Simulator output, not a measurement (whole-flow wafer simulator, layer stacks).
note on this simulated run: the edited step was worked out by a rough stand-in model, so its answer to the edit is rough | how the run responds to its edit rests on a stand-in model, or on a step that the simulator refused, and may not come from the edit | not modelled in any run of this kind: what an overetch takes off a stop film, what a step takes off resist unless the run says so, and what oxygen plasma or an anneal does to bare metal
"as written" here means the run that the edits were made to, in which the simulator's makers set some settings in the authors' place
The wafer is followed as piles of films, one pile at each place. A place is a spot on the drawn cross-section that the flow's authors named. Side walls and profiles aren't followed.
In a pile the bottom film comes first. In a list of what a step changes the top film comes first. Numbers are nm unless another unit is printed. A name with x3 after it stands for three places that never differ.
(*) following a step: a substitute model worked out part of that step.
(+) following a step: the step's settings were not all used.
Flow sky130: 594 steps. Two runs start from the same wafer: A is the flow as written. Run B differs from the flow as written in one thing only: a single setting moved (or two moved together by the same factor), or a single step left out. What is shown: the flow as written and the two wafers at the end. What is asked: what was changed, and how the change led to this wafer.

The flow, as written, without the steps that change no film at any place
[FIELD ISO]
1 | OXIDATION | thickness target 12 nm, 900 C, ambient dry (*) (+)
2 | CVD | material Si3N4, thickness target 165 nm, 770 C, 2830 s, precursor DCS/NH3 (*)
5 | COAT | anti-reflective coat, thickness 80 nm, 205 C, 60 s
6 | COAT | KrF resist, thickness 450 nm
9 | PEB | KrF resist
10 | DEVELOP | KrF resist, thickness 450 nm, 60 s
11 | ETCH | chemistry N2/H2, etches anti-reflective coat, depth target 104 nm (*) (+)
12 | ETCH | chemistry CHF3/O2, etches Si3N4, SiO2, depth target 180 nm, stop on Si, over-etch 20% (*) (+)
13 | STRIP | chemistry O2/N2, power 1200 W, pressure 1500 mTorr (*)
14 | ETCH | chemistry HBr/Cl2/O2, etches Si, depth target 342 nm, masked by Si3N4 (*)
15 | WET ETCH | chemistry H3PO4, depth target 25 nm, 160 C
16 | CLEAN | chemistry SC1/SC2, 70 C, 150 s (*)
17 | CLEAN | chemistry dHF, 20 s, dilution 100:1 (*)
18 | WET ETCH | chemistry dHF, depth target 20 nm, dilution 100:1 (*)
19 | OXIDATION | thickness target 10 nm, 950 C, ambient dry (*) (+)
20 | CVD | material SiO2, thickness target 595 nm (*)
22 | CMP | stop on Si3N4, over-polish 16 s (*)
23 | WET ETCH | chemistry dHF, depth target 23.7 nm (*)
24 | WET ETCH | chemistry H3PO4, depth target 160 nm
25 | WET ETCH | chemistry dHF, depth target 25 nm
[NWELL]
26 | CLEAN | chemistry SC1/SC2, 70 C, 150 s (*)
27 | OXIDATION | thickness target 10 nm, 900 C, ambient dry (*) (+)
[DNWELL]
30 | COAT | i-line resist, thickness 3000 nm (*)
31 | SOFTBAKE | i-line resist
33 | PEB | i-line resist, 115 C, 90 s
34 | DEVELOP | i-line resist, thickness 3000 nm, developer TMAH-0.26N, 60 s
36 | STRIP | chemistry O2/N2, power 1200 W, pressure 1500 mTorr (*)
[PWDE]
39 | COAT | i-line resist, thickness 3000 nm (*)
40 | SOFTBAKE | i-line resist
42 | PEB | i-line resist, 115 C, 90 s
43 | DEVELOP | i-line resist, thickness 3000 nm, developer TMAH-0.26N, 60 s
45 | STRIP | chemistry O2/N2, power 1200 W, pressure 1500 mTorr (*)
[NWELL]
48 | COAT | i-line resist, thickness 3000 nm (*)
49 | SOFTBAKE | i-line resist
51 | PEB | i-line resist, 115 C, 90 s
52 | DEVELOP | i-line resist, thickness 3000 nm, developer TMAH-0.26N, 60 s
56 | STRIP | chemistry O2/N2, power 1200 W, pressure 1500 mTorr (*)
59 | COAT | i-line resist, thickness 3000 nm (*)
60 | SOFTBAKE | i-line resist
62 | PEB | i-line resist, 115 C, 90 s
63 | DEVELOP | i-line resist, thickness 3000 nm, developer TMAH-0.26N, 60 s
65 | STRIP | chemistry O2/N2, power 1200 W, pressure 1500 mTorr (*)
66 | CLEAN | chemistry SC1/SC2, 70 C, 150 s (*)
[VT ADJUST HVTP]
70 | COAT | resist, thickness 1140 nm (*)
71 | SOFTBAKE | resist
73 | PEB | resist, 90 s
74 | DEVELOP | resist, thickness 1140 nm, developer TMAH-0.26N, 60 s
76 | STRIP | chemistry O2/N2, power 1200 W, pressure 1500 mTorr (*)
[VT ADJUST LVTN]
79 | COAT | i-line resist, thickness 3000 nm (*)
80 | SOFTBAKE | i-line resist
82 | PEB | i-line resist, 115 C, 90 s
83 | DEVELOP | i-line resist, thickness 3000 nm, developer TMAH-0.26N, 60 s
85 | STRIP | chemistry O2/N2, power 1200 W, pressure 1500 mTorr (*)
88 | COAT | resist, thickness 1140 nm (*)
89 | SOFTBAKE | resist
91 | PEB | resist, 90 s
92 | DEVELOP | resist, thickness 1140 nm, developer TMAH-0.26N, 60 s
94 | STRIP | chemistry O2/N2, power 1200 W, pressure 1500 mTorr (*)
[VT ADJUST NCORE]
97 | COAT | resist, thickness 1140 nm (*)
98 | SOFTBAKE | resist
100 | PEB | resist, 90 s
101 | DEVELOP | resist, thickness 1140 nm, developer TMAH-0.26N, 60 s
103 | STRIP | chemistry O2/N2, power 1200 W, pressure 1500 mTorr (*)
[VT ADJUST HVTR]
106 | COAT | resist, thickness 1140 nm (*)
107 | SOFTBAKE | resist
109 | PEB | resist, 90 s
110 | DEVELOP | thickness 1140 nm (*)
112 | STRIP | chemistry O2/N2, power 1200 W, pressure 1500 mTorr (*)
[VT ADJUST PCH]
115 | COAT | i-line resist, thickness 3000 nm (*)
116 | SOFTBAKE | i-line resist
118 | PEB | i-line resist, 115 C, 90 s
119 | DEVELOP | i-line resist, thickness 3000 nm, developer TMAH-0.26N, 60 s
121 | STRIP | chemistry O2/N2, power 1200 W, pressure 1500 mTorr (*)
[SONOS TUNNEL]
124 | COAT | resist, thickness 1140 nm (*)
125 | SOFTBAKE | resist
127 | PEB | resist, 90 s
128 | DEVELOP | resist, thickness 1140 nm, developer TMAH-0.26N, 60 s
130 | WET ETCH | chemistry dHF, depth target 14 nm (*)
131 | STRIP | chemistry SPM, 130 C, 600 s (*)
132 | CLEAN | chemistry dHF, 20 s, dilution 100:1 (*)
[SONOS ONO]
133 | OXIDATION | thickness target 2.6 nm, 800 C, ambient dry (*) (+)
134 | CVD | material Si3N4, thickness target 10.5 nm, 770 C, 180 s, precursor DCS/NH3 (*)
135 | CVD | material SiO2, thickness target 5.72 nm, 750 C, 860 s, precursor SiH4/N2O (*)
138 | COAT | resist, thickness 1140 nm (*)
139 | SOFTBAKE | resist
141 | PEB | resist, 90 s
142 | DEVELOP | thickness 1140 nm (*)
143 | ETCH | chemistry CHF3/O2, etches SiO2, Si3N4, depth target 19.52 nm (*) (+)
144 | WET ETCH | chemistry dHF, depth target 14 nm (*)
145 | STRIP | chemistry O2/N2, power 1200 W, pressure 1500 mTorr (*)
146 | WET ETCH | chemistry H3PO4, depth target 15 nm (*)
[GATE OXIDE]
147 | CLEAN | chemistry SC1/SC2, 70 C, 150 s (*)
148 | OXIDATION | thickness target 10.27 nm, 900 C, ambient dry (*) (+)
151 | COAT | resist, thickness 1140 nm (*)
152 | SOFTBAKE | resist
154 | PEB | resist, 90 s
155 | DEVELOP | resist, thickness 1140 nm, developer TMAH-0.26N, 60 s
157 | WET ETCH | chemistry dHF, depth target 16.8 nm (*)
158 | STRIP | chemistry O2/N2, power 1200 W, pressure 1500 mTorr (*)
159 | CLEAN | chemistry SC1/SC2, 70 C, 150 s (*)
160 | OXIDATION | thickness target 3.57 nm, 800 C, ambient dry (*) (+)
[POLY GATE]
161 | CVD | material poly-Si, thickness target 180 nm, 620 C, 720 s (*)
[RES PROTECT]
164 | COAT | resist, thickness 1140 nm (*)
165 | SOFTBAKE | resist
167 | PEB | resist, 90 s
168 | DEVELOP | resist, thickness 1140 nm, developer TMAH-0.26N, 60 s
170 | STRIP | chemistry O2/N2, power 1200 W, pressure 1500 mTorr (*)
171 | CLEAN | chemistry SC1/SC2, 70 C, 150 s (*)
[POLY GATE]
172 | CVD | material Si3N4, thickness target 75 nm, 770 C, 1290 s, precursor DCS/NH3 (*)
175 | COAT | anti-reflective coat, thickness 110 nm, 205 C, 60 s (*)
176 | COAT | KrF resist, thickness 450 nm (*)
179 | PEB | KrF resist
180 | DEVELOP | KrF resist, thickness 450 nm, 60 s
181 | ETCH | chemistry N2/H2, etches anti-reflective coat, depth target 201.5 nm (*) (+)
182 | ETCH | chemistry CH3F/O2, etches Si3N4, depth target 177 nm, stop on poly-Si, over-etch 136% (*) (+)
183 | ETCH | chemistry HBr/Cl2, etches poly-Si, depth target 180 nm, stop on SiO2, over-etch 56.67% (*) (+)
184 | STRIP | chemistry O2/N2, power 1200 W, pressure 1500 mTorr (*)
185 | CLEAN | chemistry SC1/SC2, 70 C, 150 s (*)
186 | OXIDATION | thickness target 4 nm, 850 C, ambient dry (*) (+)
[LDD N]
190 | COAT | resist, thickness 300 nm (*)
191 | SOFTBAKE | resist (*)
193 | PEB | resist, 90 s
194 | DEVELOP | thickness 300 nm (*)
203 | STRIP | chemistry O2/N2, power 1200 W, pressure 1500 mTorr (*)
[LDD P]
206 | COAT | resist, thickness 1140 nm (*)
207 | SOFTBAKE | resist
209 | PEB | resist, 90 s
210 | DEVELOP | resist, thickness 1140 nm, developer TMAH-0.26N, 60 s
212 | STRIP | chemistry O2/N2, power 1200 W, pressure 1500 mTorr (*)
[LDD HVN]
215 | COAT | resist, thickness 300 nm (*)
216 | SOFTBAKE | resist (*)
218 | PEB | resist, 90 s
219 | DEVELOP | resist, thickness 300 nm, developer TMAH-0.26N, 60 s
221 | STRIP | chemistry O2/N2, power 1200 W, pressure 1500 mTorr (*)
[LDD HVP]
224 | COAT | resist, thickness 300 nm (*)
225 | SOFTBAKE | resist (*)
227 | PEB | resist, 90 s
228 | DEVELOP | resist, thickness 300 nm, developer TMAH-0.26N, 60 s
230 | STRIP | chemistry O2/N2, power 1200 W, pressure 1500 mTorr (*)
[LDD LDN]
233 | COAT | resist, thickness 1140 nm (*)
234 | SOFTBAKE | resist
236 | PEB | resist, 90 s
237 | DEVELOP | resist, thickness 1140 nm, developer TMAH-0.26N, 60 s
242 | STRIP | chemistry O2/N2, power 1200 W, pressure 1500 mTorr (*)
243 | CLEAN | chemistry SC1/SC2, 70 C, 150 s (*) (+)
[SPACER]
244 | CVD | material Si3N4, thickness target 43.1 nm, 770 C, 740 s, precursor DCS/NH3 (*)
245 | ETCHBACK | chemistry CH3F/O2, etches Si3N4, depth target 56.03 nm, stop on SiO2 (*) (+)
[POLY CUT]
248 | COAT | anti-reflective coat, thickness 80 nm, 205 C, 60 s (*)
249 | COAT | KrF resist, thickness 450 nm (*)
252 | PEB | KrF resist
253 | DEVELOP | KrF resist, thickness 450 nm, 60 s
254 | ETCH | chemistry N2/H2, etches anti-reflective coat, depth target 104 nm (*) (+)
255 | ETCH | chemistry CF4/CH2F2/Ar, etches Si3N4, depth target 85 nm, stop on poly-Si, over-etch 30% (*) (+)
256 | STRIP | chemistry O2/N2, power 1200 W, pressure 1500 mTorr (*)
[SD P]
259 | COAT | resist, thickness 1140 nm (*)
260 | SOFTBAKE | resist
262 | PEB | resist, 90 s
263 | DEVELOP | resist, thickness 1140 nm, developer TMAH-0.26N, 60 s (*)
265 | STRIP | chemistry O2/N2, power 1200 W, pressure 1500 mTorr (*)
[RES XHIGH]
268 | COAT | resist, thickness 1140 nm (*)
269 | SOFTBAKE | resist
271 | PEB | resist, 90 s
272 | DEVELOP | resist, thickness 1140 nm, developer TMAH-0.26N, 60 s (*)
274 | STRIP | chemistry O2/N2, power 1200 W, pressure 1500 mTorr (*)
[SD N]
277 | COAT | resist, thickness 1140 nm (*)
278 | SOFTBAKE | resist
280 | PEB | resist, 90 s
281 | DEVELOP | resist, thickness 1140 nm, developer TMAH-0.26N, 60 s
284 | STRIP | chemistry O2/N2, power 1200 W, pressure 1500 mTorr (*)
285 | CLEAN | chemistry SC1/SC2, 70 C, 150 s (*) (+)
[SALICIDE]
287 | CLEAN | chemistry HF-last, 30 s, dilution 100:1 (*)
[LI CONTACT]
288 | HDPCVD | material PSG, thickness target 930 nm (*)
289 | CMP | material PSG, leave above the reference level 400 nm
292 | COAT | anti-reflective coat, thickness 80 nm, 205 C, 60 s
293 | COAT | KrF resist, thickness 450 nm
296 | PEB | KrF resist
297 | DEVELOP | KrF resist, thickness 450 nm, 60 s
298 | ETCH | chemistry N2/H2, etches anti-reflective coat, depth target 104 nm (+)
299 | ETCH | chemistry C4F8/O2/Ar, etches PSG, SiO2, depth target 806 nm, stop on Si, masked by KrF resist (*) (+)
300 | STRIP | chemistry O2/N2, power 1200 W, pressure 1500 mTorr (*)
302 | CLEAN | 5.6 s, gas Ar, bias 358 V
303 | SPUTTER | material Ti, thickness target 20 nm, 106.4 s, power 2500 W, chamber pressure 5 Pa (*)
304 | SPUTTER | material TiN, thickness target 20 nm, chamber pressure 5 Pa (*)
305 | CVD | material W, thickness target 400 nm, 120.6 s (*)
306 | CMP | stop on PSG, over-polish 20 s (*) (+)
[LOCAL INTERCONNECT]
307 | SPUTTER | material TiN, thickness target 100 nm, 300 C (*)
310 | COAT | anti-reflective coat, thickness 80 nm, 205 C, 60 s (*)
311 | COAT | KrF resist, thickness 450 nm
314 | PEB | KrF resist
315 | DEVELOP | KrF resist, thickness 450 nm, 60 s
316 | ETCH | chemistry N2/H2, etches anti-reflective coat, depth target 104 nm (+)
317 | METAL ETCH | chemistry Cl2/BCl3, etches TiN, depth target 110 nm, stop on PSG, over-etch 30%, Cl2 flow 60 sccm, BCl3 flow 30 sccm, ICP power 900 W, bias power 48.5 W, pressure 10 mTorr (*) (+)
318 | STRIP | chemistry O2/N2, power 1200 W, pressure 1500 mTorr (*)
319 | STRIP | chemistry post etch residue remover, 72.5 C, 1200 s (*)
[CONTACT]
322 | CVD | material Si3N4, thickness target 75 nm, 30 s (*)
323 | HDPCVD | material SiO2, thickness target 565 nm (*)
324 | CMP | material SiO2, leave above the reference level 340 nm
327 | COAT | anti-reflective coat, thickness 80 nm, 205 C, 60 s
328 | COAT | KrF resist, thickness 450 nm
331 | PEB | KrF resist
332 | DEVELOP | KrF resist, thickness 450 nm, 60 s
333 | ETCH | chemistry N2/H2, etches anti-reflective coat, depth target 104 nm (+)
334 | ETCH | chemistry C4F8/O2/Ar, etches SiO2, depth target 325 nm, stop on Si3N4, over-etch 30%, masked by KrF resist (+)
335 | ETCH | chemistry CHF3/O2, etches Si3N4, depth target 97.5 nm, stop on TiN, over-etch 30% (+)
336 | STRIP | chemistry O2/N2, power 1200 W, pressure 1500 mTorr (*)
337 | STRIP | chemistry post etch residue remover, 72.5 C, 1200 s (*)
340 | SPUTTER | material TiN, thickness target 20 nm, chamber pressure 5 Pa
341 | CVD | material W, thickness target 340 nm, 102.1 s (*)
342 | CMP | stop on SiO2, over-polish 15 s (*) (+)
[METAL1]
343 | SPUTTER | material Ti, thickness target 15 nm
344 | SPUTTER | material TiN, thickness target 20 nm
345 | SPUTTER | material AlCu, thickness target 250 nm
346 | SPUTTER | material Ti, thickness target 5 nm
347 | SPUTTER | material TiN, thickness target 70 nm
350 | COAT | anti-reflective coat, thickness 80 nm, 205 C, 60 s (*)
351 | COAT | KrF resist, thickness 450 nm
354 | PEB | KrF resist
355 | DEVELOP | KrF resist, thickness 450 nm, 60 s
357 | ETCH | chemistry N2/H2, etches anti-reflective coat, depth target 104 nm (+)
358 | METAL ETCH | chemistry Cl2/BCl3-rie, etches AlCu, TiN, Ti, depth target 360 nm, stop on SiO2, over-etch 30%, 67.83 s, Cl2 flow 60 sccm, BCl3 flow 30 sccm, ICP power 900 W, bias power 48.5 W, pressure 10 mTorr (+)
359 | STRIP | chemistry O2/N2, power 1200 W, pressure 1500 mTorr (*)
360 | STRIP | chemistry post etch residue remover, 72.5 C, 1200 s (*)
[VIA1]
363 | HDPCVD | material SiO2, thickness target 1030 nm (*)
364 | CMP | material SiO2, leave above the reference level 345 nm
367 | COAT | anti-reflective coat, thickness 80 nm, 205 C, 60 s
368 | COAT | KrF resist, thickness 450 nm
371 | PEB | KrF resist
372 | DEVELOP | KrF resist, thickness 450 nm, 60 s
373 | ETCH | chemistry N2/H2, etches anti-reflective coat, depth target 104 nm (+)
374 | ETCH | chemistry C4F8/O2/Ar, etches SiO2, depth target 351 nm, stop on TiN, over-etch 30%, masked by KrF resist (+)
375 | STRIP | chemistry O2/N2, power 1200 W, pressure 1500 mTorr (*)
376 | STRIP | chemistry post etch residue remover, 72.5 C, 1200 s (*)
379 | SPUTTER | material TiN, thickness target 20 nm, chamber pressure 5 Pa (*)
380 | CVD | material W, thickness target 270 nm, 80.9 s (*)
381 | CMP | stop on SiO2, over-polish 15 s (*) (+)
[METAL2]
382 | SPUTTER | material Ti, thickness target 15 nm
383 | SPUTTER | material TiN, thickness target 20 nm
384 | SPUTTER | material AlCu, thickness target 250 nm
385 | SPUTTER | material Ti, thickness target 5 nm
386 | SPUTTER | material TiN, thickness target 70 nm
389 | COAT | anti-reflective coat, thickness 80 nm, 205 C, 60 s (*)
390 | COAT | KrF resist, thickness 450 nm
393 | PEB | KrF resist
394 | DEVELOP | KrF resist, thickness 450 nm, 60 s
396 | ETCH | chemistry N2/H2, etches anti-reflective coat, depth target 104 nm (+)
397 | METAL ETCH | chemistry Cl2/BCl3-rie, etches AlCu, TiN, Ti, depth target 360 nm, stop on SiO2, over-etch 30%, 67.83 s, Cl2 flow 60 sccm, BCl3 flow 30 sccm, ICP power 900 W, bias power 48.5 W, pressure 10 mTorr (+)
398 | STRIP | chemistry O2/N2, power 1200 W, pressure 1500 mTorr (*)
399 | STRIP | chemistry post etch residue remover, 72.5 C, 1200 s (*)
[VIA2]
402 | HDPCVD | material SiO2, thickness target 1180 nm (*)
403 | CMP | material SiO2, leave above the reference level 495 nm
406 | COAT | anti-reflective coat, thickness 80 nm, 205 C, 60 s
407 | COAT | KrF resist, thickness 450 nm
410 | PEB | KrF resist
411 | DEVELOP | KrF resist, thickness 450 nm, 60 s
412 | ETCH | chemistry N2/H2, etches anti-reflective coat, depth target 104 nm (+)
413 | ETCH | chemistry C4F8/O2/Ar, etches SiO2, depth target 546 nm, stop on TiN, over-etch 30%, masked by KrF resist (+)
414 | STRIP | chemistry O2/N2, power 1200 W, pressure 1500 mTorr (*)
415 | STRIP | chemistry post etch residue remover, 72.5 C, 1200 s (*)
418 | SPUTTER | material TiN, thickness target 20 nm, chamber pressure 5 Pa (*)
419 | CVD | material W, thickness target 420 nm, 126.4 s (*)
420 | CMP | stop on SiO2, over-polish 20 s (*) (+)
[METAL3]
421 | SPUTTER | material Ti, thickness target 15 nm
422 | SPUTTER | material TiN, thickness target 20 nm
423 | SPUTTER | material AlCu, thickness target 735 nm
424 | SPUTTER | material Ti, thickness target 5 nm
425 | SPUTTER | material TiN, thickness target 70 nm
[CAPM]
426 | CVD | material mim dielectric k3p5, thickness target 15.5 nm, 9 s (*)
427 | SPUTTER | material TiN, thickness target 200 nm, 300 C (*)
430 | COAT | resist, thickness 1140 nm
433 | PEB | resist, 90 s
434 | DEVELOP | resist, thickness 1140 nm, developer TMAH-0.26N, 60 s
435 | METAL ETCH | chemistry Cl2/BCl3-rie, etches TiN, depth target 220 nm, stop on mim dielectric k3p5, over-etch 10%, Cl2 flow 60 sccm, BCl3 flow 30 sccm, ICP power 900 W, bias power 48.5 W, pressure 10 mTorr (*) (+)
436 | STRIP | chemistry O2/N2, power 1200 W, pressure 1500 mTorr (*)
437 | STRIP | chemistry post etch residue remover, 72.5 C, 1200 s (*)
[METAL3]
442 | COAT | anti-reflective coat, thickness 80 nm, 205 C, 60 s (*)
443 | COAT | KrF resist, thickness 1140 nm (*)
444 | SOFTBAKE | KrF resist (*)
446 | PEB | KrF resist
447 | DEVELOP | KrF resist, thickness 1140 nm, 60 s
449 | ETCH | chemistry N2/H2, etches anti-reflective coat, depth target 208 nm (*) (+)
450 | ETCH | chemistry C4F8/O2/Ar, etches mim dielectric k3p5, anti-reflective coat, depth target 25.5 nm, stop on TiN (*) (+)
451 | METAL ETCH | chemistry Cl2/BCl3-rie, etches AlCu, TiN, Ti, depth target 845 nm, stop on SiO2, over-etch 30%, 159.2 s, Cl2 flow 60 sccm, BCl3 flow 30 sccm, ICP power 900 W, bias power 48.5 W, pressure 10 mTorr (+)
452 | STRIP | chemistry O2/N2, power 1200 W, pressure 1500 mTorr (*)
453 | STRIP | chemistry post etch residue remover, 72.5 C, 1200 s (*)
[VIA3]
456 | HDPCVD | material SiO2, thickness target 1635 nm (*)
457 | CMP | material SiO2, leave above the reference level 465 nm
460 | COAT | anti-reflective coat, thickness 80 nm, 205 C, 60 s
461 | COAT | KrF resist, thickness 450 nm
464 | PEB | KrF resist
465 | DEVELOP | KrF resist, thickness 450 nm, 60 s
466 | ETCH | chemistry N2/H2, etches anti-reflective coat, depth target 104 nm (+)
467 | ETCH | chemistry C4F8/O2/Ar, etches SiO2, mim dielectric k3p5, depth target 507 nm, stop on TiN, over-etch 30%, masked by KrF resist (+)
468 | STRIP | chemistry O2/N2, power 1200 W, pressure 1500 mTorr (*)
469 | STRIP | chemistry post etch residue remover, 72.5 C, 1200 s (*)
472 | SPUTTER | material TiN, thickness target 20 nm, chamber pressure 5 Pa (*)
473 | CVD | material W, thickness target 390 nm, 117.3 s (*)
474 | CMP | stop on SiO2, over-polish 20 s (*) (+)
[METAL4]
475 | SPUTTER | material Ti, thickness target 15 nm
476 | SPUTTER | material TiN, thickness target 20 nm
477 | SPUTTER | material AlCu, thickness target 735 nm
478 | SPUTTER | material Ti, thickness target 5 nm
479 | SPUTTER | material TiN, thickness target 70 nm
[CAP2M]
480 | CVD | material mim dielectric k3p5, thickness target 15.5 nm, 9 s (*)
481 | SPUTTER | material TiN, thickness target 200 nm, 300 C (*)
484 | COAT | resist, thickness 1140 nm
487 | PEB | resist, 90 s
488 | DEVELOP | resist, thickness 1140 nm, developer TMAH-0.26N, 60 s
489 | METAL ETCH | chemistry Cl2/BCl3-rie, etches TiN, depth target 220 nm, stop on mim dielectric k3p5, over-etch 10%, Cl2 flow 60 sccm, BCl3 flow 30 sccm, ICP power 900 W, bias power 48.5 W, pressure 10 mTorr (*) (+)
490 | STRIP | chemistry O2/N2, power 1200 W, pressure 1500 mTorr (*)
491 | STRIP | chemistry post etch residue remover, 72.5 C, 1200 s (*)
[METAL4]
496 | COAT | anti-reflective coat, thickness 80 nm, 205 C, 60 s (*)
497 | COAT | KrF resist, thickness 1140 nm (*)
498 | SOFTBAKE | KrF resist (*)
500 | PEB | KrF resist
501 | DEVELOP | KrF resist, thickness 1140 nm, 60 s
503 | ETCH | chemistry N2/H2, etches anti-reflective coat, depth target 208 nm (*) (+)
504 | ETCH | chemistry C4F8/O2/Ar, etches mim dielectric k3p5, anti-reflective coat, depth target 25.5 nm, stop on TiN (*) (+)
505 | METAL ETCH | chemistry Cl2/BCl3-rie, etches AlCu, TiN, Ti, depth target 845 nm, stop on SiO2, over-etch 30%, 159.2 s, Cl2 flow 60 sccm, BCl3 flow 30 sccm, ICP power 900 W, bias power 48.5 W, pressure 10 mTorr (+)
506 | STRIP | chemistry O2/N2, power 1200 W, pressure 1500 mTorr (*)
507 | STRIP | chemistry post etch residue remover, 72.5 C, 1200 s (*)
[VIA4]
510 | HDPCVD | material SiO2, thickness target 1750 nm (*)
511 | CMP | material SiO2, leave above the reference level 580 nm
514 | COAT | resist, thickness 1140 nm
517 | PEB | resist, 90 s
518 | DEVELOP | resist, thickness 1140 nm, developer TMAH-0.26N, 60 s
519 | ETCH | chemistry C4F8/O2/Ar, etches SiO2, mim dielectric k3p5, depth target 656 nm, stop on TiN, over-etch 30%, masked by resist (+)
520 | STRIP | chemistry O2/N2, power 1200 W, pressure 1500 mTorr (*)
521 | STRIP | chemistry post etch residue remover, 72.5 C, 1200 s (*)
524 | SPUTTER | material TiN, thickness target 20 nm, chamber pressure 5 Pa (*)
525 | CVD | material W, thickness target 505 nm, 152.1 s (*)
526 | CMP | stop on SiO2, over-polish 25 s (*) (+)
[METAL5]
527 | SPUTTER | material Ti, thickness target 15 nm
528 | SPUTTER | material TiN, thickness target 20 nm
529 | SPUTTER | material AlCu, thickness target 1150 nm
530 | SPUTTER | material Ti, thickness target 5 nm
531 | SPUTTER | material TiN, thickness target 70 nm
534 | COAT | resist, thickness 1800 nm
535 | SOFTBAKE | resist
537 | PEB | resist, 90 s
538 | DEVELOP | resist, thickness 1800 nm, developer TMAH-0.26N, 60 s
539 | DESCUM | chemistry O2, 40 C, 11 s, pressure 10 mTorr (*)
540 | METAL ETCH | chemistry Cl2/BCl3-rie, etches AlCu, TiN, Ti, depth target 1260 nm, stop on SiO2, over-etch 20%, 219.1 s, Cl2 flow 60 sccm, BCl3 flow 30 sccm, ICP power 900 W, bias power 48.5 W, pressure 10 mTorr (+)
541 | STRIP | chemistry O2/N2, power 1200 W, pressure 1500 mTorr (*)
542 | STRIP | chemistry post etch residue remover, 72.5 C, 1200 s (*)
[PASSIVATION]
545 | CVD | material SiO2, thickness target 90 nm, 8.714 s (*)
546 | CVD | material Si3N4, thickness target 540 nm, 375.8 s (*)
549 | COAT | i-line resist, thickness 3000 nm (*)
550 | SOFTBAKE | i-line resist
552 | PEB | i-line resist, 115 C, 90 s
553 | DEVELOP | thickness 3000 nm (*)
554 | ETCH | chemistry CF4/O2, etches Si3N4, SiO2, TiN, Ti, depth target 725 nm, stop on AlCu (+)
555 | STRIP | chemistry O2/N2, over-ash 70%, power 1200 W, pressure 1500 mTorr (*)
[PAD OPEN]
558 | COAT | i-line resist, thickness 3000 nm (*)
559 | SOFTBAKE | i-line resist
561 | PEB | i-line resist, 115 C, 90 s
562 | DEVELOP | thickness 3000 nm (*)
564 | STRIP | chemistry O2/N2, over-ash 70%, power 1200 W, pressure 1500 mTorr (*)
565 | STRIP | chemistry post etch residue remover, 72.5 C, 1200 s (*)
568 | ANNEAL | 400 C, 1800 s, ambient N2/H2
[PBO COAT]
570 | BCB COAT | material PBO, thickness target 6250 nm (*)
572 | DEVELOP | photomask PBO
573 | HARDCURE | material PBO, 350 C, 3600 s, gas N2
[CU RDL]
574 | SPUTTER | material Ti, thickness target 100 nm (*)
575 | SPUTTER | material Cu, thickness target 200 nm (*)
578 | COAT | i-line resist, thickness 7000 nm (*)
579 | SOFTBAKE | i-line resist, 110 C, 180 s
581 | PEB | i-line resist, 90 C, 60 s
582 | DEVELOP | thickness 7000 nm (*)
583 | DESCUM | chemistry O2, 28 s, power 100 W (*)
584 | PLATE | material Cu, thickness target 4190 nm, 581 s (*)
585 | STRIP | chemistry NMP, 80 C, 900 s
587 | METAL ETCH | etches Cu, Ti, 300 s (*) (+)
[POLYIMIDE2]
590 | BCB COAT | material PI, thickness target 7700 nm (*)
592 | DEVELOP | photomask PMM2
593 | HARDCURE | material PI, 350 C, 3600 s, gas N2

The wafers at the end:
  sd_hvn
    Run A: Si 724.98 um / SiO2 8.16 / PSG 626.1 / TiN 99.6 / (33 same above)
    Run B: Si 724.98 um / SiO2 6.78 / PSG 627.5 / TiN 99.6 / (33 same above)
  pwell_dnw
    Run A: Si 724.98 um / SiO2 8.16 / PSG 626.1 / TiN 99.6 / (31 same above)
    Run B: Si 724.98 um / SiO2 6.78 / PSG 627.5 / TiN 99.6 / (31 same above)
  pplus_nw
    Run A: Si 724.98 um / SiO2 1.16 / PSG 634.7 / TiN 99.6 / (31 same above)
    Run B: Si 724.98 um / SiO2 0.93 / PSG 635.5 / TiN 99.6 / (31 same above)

What caused this: step 183, ETCH: depth target 198 nm was run, whereas the flow has depth target 180 nm.

How this came from the change, step by step:
  183 | ETCH | chemistry HBr/Cl2, etches poly-Si, depth target 180 nm, stop on SiO2, over-etch 56.67% (*) (+)
      field, active, p_well and 109 more: A poly-Si loses 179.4 (all of it), SiO2 loses 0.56 | B poly-Si loses 179.4 (all of it), SiO2 loses 1.99
      n_well, gate, gate_hv and 74 more: A KrF resist loses 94 | B KrF resist loses 103.4
  184 | STRIP | chemistry O2/N2, power 1200 W, pressure 1500 mTorr (*)
      dice_street, grade_field_poly: A KrF resist loses 137.1 (all of it), anti-reflective coat loses 110 (all of it) | B KrF resist loses 127.7 (all of it), anti-reflective coat loses 110 (all of it)
      poly_licon, rpo_hd_licon: A KrF resist loses 135 (all of it), anti-reflective coat loses 106.7 (all of it) | B KrF resist loses 125.6 (all of it), anti-reflective coat loses 106.7 (all of it)
      (also at 73 further places)
  186 | OXIDATION | thickness target 4 nm, 850 C, ambient dry (*) (+)
      active, p_well, spacer and 26 more: A SiO2 gains 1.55, Si loses 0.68 | B SiO2 gains 2.76, Si loses 1.22
  248 | COAT | anti-reflective coat, thickness 80 nm, 205 C, 60 s (*)
      gate_p_hv: A anti-reflective coat gains 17 (new film) | B anti-reflective coat gains 16.1 (new film)
      gate_p_sd_len: A anti-reflective coat gains 25.5 (new film) | B anti-reflective coat gains 26.1 (new film)
  256 | STRIP | chemistry O2/N2, power 1200 W, pressure 1500 mTorr (*)
      gate_p_hv: A KrF resist loses 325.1 (all of it), anti-reflective coat loses 17 (all of it) | B KrF resist loses 325.5 (all of it), anti-reflective coat loses 16.1 (all of it)
      gate_p_sd_len: A KrF resist loses 242.6 (all of it), anti-reflective coat loses 25.5 (all of it) | B KrF resist loses 241.2 (all of it), anti-reflective coat loses 26.1 (all of it)
